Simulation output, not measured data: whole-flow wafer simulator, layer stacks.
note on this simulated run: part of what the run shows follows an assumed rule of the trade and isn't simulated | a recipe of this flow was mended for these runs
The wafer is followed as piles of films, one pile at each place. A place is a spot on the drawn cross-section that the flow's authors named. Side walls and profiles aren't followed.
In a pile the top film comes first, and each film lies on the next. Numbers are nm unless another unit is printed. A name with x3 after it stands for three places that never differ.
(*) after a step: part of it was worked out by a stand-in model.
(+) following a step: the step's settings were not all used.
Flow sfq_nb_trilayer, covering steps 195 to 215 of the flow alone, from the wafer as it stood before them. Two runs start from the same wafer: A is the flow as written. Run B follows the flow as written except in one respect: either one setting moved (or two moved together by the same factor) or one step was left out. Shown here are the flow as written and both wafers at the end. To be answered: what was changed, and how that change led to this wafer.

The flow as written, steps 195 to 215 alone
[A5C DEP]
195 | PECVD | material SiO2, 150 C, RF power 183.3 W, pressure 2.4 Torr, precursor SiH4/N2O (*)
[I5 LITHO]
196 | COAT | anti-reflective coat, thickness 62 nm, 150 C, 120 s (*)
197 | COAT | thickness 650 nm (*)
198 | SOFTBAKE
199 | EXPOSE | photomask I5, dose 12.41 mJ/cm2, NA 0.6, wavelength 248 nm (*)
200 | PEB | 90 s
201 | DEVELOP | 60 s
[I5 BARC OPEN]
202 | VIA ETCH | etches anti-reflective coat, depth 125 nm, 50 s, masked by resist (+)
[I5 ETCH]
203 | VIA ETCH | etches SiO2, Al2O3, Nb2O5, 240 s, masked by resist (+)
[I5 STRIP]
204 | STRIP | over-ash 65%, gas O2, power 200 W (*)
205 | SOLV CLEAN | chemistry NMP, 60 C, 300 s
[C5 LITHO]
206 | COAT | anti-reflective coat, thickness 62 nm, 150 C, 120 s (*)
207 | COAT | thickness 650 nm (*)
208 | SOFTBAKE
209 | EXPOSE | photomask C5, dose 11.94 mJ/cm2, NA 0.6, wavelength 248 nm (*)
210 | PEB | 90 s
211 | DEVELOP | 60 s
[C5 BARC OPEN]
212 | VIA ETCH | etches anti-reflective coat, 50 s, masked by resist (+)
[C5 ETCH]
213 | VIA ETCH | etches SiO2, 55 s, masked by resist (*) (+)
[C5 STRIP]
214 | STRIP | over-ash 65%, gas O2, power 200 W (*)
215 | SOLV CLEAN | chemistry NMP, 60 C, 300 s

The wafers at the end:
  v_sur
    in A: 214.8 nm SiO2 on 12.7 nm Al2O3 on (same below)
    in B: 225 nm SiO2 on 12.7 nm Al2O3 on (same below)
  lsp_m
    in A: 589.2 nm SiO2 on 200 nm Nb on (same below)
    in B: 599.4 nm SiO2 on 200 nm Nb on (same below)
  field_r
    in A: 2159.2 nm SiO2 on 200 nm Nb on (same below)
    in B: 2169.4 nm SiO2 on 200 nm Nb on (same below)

Cause: step 195, PECVD: pressure 1.55 Torr was run, whereas the flow has pressure 2.4 Torr.

How this came from the change, step by step:
  195 | PECVD | material SiO2, 150 C, RF power 183.3 W, pressure 2.4 Torr, precursor SiH4/N2O (*)
      field_l, v_sur, via_wl and 92 more: A SiO2 gains 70 | B SiO2 gains 80.1
      ce_l, c5j, ce_r and 8 more: A SiO2 gains 70 (new film) | B SiO2 gains 80.1 (new film)
  203 | VIA ETCH | etches SiO2, Al2O3, Nb2O5, 240 s, masked by resist (+)
      be: A SiO2 loses 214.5 (all of it), Al2O3 loses 12.7 (all of it), Nb2O5 loses 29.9 (all of it), Nb loses 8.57 | B SiO2 loses 224.7 (all of it), Al2O3 loses 12.7 (all of it), Nb2O5 loses 29.9 (all of it), Nb loses 7.72
  213 | VIA ETCH | etches SiO2, 55 s, masked by resist (*) (+)
      c5j: A SiO2 loses 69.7 (all of it), Nb loses 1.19 | B SiO2 loses 79.9 (all of it), Nb loses 0.34
      res: A SiO2 loses 69.7 (all of it), Ti loses 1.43 | B SiO2 loses 79.8 (all of it), Ti loses 0.42
